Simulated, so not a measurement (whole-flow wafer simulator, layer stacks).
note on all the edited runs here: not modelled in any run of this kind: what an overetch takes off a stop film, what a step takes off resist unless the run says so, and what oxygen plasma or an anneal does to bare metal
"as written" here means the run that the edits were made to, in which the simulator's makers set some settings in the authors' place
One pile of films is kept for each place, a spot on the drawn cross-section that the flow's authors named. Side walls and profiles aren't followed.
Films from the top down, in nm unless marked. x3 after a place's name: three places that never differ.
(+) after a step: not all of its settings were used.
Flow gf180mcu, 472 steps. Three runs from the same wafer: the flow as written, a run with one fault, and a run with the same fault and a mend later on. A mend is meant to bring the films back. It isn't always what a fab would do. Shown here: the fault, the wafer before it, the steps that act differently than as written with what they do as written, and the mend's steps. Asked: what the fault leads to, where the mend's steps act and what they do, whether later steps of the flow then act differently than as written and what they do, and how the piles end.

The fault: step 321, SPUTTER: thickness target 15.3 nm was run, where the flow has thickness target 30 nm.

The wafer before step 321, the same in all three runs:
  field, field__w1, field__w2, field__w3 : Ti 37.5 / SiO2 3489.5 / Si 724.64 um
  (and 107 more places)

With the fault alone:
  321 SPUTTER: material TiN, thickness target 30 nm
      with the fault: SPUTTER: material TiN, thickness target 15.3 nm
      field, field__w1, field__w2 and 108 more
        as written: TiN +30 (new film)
        with the fault: TiN +15.3 (new film)
  Later steps of the flow that act differently than as written:
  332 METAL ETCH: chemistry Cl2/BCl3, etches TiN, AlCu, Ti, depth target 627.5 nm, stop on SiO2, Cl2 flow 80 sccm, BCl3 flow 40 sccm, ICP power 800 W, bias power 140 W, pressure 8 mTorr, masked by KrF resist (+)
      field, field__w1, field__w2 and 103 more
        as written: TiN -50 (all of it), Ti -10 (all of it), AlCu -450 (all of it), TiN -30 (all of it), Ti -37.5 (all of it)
        with the fault: TiN -50 (all of it), Ti -10 (all of it), AlCu -450 (all of it), TiN -15.3 (all of it), Ti -37.5 (all of it)
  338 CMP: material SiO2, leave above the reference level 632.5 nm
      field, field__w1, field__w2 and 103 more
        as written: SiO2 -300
        with the fault: SiO2 -314.7
  At the end the piles differ from the flow's by more than 2% or 0.5 nm, whichever is larger, at field__w8, contact, m1, m1__w1, m1_nw.
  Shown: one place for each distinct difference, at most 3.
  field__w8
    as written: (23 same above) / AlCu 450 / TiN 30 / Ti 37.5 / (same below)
    with the fault: (23 same above) / AlCu 450 / TiN 15.3 / Ti 37.5 / (same below)
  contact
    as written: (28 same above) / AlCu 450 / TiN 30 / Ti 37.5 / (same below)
    with the fault: (28 same above) / AlCu 450 / TiN 15.3 / Ti 37.5 / (same below)

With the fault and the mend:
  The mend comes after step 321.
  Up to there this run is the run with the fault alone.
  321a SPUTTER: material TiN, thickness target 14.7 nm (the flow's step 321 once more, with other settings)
      field, field__w1, field__w2 and 108 more
        TiN +14.7
  No later step of the flow acts differently than as written at any place that is followed.
  At the end the piles are the same as the flow's at every place that both follow.
